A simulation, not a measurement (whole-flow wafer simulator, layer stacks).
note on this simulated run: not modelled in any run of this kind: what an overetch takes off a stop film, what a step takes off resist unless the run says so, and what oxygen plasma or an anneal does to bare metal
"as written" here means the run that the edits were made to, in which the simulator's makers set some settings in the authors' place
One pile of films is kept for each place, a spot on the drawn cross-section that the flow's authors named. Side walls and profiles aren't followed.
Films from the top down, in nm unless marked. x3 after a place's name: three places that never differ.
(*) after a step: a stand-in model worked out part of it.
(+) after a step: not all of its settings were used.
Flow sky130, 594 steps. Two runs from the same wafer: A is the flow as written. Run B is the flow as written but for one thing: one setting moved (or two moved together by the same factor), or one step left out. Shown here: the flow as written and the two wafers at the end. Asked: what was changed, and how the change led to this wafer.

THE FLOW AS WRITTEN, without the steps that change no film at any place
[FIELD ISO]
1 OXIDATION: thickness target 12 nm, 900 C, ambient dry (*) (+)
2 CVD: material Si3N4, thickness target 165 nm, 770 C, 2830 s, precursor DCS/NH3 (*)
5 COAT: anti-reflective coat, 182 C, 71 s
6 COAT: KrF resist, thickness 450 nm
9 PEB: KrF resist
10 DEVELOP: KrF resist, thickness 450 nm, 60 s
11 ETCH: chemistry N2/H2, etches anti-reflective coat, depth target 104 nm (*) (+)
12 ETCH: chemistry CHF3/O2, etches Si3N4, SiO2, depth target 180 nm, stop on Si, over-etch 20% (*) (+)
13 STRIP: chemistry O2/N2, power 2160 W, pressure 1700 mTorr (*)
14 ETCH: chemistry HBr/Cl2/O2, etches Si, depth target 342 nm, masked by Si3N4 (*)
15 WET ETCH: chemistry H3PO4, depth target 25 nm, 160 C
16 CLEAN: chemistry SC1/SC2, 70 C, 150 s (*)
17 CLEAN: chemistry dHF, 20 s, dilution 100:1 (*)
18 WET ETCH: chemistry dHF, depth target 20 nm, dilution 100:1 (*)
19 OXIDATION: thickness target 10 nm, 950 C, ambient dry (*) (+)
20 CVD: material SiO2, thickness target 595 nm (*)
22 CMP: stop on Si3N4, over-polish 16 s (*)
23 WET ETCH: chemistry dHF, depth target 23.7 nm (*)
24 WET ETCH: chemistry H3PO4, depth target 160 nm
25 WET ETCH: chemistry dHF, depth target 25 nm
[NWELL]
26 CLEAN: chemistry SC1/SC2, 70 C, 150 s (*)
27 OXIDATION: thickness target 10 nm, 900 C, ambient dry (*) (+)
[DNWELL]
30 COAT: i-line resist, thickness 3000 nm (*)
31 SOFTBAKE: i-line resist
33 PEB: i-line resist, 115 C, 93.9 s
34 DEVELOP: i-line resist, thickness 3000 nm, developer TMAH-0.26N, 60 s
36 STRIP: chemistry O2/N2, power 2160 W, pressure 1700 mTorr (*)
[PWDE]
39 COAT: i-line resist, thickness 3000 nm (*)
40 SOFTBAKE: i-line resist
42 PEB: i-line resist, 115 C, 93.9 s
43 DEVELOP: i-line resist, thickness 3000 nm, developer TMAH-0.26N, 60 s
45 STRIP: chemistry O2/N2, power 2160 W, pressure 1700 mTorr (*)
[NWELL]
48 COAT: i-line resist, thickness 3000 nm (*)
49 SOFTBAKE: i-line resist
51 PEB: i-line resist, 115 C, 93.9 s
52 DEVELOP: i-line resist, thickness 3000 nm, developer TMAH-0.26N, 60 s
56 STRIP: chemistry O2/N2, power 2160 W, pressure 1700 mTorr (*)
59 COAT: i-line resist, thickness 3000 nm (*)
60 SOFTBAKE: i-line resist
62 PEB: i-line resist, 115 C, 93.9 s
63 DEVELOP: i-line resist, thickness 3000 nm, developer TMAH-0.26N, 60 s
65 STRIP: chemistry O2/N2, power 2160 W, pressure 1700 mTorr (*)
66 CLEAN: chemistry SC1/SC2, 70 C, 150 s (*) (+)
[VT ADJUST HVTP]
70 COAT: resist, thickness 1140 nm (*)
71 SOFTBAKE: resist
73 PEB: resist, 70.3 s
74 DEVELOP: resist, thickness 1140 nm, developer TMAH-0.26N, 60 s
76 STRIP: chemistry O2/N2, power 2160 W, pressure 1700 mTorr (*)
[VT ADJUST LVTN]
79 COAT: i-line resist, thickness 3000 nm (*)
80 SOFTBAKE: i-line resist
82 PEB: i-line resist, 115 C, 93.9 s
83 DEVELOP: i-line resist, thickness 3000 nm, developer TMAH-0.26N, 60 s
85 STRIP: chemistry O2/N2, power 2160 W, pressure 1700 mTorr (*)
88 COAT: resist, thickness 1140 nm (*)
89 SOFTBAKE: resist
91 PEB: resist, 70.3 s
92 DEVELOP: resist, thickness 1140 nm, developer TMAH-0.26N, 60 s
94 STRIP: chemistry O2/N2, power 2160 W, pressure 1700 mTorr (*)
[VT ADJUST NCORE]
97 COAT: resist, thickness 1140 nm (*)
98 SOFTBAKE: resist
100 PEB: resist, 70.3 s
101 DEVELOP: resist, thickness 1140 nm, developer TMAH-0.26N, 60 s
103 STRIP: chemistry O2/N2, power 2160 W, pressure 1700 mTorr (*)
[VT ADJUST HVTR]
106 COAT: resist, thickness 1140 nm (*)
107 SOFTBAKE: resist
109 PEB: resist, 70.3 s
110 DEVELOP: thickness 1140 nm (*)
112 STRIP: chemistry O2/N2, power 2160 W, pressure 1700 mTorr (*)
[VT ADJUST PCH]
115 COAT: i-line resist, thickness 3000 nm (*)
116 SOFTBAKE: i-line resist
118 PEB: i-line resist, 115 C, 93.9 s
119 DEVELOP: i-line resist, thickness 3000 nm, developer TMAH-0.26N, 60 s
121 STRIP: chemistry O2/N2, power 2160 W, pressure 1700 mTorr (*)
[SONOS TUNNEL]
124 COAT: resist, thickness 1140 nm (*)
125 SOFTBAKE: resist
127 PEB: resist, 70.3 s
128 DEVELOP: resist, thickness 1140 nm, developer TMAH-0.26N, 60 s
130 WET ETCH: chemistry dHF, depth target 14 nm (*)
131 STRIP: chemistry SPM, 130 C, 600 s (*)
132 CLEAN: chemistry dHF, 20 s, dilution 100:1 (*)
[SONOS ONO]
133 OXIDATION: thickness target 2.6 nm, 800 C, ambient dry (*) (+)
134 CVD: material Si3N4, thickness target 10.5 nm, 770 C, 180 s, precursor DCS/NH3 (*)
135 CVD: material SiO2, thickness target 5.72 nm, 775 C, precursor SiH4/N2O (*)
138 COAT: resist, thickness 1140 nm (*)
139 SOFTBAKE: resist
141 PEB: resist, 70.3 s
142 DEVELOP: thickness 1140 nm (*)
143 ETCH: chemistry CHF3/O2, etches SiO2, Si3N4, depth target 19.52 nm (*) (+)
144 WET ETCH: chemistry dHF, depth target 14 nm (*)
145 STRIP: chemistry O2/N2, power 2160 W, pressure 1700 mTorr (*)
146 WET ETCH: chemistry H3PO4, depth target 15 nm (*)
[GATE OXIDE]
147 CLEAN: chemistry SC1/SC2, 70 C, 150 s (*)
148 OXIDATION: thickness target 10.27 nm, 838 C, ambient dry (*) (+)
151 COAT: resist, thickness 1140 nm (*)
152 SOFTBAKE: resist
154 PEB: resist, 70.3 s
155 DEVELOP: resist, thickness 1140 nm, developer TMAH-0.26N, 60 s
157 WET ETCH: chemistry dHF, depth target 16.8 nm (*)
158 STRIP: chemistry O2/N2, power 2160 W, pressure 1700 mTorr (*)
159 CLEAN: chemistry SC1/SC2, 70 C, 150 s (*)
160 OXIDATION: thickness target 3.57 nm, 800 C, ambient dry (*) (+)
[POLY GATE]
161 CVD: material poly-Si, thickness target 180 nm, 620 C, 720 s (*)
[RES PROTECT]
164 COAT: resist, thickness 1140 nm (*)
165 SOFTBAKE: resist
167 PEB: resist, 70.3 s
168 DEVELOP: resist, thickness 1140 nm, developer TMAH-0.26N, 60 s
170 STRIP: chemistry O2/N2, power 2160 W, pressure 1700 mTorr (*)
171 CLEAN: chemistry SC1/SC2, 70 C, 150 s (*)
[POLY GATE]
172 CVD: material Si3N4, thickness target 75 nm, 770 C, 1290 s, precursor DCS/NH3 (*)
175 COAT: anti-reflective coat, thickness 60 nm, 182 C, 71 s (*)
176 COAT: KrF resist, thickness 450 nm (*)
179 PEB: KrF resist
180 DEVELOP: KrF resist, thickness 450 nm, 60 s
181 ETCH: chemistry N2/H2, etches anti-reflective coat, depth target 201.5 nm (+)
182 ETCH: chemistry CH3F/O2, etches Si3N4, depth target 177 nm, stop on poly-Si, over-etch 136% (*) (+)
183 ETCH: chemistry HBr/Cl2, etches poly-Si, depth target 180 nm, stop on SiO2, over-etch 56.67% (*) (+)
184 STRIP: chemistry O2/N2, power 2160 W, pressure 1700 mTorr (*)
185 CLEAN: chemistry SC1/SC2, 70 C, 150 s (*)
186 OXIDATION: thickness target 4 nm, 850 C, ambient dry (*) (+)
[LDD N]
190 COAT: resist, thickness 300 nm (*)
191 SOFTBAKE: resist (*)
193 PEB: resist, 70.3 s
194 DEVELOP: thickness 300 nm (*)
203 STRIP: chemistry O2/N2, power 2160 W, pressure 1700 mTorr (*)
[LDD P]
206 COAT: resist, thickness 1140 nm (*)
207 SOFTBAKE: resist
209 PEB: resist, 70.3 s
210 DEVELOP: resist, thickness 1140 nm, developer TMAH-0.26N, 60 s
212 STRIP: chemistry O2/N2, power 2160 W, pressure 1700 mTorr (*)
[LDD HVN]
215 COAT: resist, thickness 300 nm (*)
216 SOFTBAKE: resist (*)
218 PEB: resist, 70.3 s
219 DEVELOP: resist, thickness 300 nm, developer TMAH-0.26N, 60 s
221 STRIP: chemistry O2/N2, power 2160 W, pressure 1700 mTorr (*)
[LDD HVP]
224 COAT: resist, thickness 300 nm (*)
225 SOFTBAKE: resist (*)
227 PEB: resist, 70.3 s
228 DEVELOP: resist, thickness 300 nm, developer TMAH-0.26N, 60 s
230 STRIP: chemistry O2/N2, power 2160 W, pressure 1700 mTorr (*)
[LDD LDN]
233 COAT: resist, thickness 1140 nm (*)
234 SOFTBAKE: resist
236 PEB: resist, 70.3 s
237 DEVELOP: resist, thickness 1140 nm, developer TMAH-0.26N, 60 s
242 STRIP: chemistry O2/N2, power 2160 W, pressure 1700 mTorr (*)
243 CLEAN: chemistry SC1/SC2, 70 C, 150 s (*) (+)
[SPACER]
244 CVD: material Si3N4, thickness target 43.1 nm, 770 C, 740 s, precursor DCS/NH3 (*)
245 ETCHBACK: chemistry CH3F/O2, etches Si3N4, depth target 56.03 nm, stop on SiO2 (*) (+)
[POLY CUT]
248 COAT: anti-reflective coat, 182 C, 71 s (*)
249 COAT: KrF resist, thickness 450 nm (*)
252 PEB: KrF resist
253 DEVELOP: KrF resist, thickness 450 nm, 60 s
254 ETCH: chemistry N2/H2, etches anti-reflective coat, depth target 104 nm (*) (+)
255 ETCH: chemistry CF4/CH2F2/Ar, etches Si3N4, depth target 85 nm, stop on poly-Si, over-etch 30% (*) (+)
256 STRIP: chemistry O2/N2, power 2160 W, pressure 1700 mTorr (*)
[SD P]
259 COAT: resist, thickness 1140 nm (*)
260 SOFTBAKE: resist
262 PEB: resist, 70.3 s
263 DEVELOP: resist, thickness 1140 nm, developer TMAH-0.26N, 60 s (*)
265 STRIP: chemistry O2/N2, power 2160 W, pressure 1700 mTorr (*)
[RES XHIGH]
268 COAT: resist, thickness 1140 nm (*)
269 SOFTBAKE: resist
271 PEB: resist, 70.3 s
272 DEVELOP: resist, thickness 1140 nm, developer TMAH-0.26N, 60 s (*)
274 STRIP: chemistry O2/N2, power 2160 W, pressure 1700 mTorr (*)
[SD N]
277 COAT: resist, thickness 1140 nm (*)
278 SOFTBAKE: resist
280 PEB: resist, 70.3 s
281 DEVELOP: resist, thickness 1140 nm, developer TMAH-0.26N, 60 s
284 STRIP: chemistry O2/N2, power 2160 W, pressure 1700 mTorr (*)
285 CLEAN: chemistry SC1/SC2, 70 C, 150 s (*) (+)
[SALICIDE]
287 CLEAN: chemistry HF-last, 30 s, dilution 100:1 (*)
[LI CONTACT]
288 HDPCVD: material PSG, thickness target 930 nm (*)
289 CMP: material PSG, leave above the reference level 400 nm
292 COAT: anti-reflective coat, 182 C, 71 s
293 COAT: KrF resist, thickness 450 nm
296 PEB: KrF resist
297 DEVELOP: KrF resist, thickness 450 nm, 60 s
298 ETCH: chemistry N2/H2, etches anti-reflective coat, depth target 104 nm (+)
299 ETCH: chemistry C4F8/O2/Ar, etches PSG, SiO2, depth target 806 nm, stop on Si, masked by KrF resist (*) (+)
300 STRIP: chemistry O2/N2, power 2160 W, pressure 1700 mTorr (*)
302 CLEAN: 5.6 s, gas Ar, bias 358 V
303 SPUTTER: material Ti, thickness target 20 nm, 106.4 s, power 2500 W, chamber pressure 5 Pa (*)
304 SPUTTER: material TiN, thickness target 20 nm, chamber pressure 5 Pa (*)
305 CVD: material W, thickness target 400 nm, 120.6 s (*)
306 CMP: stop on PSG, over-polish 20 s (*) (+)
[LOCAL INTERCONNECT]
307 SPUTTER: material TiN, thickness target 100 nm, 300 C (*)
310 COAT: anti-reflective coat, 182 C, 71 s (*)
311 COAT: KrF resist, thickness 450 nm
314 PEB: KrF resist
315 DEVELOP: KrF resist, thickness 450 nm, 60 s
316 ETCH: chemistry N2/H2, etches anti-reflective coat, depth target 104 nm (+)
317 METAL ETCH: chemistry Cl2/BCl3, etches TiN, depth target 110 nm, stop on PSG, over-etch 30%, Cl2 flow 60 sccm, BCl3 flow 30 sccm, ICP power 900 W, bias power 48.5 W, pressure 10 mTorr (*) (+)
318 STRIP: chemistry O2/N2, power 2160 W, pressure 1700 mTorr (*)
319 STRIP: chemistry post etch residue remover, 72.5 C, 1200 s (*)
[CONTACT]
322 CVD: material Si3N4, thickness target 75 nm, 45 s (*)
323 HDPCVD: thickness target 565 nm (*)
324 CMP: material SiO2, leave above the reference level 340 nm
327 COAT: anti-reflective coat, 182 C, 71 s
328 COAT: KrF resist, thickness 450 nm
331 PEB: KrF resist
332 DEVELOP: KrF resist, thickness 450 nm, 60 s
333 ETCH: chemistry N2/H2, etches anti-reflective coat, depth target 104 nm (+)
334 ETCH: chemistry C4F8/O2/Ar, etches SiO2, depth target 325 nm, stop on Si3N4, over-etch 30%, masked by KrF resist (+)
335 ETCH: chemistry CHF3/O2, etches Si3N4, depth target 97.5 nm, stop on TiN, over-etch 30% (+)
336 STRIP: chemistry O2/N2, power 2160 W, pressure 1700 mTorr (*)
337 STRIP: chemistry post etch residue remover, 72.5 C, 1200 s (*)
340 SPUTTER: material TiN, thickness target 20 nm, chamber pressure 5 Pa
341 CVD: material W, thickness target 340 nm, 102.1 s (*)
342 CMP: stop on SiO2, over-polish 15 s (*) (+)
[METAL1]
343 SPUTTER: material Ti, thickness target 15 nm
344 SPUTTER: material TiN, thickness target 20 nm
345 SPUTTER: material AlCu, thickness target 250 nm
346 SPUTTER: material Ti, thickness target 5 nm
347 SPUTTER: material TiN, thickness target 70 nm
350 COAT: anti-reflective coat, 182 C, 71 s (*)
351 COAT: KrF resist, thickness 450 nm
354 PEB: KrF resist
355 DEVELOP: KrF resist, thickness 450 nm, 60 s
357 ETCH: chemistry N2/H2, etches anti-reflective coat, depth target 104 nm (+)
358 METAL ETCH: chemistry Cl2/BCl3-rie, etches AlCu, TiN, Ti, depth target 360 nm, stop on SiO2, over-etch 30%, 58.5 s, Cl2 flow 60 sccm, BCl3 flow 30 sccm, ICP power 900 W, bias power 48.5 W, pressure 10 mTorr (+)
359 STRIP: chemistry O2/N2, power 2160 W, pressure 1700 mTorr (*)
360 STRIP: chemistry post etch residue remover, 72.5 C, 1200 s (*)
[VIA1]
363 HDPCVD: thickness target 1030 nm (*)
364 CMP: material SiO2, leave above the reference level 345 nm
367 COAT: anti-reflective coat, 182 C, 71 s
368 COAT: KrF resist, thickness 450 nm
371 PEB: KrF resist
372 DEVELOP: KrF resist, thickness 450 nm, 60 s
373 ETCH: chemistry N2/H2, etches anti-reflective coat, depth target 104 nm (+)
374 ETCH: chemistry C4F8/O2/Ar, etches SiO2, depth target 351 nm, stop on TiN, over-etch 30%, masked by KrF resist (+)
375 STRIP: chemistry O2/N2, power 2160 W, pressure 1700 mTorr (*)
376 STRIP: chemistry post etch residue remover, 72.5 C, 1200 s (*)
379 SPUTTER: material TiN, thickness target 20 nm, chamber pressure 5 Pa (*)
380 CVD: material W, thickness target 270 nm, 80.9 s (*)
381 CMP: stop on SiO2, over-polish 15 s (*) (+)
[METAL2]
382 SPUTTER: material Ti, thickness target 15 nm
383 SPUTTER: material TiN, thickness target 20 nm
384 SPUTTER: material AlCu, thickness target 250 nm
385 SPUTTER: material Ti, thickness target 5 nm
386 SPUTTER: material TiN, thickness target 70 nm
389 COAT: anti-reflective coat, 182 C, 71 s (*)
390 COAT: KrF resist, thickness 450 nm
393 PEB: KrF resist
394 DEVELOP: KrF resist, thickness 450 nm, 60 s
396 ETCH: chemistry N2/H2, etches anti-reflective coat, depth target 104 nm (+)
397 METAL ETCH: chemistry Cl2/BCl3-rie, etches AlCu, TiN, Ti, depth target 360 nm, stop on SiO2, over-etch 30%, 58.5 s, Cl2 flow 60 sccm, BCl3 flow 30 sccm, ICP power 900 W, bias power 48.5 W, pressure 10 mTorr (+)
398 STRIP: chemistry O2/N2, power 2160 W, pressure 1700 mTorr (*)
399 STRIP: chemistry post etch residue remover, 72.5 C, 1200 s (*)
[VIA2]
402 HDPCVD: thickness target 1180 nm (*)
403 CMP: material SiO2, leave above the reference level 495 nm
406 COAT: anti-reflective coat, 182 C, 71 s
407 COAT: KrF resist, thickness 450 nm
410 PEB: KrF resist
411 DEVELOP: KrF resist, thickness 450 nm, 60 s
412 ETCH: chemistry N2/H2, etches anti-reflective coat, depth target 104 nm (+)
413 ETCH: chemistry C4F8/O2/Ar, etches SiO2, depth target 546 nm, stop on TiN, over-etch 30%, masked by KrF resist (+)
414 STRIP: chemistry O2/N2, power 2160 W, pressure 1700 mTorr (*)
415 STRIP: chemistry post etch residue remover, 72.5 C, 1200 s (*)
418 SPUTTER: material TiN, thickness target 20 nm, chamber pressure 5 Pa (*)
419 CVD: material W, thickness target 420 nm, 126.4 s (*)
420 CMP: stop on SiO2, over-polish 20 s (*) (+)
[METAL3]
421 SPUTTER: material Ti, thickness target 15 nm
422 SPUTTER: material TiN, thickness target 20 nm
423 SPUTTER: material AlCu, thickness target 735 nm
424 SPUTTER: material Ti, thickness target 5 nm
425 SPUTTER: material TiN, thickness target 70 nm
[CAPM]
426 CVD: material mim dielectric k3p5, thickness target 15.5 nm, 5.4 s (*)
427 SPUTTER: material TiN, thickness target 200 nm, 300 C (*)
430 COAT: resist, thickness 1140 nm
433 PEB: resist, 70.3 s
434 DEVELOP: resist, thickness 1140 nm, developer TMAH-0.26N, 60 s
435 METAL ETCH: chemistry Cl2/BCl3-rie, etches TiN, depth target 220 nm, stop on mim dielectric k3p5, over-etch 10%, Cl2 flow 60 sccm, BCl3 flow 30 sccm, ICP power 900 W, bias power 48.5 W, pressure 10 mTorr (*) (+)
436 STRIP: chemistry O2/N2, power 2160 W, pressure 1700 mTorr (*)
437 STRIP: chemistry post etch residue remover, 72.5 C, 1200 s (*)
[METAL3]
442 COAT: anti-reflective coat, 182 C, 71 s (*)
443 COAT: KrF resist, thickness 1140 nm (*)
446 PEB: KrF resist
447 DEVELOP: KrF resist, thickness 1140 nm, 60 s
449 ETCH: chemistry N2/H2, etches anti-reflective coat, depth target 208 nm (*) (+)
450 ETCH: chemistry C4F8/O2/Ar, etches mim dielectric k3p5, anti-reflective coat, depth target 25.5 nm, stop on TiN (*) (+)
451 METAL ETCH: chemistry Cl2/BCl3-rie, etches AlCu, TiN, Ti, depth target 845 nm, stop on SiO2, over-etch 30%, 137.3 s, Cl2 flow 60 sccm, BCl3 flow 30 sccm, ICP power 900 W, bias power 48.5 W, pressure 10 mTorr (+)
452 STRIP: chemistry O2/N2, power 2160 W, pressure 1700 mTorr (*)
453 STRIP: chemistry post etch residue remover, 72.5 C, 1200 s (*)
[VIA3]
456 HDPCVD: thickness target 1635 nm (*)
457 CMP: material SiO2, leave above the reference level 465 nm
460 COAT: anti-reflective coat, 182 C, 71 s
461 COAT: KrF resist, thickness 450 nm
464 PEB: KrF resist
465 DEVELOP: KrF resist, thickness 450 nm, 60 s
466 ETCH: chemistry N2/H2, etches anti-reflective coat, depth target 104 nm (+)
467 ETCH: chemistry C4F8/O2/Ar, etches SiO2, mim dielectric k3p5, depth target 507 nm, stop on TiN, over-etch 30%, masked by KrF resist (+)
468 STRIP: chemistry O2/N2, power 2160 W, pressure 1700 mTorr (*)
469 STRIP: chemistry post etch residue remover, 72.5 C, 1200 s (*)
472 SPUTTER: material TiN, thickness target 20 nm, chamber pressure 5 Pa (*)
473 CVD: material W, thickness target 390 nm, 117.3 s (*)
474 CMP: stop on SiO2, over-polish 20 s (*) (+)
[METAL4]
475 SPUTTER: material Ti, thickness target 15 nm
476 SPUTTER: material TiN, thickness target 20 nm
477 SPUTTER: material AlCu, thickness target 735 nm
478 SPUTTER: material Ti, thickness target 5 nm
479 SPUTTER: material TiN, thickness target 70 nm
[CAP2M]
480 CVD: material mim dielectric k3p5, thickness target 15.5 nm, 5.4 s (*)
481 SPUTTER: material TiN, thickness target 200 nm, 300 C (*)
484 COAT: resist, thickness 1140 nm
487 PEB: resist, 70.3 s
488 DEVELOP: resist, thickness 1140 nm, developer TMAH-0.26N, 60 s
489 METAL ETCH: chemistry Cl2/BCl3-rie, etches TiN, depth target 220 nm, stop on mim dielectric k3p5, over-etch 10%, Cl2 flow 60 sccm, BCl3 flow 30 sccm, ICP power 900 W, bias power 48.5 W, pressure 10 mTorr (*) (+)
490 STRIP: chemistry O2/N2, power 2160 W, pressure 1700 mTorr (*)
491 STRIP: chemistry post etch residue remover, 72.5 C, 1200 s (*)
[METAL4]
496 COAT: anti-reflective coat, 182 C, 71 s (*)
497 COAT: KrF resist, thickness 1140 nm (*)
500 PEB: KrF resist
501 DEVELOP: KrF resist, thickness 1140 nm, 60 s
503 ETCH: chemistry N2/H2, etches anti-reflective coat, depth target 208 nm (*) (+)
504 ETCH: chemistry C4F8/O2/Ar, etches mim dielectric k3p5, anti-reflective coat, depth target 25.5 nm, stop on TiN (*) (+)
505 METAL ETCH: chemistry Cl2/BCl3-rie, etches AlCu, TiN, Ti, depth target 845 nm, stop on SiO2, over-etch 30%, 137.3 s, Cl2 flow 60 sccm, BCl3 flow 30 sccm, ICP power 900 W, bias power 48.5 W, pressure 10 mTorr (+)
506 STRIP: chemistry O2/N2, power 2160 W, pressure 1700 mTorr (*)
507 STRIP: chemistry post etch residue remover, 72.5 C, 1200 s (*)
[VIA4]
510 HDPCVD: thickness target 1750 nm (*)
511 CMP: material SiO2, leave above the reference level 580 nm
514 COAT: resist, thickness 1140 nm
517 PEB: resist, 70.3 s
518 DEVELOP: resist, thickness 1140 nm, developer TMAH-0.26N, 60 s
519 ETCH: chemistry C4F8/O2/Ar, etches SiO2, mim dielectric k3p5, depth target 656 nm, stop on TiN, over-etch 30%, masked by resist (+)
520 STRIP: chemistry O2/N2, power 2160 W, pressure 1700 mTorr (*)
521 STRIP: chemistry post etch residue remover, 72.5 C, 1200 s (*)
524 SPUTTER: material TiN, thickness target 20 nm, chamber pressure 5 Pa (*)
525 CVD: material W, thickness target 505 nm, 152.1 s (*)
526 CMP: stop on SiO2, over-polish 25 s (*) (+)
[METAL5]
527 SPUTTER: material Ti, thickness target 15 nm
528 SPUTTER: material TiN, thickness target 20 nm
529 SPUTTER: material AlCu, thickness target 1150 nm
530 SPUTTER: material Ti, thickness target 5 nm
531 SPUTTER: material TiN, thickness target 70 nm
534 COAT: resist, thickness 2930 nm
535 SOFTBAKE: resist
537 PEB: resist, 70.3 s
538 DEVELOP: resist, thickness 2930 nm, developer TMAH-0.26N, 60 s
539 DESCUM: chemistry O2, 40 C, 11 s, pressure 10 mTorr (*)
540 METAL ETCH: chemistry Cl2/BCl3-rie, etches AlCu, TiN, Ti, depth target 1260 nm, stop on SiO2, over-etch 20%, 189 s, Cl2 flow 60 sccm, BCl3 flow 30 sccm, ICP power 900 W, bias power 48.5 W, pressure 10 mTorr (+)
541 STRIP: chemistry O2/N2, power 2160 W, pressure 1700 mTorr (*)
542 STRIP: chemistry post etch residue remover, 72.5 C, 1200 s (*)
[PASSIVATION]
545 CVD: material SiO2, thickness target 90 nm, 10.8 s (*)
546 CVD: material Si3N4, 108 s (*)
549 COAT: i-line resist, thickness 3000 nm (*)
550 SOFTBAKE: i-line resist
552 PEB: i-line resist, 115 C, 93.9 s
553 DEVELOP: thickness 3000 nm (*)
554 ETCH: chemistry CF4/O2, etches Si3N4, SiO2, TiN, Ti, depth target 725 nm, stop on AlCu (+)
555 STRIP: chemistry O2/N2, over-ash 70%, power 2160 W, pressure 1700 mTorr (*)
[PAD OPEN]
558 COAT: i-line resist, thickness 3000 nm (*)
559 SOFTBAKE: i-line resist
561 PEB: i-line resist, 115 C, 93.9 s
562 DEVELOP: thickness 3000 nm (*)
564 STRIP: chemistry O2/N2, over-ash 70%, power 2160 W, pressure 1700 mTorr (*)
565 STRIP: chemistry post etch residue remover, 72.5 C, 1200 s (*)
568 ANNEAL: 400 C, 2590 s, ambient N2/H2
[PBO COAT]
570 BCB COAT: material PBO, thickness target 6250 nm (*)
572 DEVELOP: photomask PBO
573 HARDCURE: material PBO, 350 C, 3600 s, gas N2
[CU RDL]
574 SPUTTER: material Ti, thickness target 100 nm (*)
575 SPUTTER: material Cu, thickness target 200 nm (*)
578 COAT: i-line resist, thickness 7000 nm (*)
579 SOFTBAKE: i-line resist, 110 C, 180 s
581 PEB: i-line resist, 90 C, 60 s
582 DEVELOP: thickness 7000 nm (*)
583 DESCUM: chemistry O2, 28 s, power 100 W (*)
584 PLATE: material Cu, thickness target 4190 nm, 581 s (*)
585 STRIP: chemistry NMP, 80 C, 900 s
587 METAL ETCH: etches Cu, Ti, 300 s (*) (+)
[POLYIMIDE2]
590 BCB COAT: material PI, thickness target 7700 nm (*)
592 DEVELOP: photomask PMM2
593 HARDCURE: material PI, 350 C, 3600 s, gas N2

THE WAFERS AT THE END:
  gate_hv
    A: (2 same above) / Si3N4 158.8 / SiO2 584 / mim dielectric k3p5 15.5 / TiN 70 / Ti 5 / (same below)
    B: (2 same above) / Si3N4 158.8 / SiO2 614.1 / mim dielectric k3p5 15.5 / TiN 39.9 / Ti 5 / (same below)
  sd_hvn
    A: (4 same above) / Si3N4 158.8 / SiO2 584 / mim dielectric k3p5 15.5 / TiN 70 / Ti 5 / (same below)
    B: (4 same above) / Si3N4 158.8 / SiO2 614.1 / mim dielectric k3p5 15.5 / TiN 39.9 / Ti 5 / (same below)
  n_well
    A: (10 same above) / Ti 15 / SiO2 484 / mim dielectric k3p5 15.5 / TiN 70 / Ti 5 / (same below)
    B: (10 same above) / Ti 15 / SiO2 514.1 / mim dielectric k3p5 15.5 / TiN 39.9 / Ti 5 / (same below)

The cause: step 479, SPUTTER: thickness target 39.9 nm was run, where the flow has thickness target 70 nm.
It can be read off the wafer: gate_hv has TiN 39.9, and step 479 as written asks for 70 nm.

How the change led to this, step by step:
  479 SPUTTER: material TiN, thickness target 70 nm
      field, active, n_well and 189 more: A TiN +70 (new film) | B TiN +39.9 (new film)
  505 METAL ETCH: chemistry Cl2/BCl3-rie, etches AlCu, TiN, Ti, depth target 845 nm, stop on SiO2, over-etch 30%, 137.3 s, Cl2 flow 60 sccm, BCl3 flow 30 sccm, ICP power 900 W, bias power 48.5 W, pressure 10 mTorr (+)
      field, gate, spacer and 68 more: A TiN -70 (all of it), Ti -5 (all of it), AlCu -735 (all of it), TiN -20 (all of it), Ti -15 (all of it), SiO2 -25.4 | B TiN -39.9 (all of it), Ti -5 (all of it), AlCu -735 (all of it), TiN -20 (all of it), Ti -15 (all of it), SiO2 -28.4
      active, vpp_iso1, mim_edge_plate and 14 more: A TiN -70 (all of it), Ti -5 (all of it), AlCu -735 (all of it), TiN -20 (all of it), Ti -15 (all of it), SiO2 -25.3 | B TiN -39.9 (all of it), Ti -5 (all of it), AlCu -735 (all of it), TiN -20 (all of it), Ti -15 (all of it), SiO2 -28.4
  511 CMP: material SiO2, leave above the reference level 580 nm
      n_well, p_well, gate_hv and 99 more: A SiO2 -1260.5 | B SiO2 -1230.4
      m1, via3_hole: A SiO2 -1259.9 | B SiO2 -1229.8
      (and at 1 more place)
  519 ETCH: chemistry C4F8/O2/Ar, etches SiO2, mim dielectric k3p5, depth target 656 nm, stop on TiN, over-etch 30%, masked by resist (+)
      m1: A SiO2 -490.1 (all of it), mim dielectric k3p5 -15.5 (all of it) | B SiO2 -520.2 (all of it), mim dielectric k3p5 -15.5 (all of it)
      via4_hole: A SiO2 -489.5 (all of it), mim dielectric k3p5 -15.5 (all of it) | B SiO2 -519.6 (all of it), mim dielectric k3p5 -15.5 (all of it)
  525 CVD: material W, thickness target 505 nm, 152.1 s (*)
      m1: A W +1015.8 (new film) | B W +1046.1 (new film)
      via4_hole: A W +1015.2 (new film) | B W +1045.5 (new film)
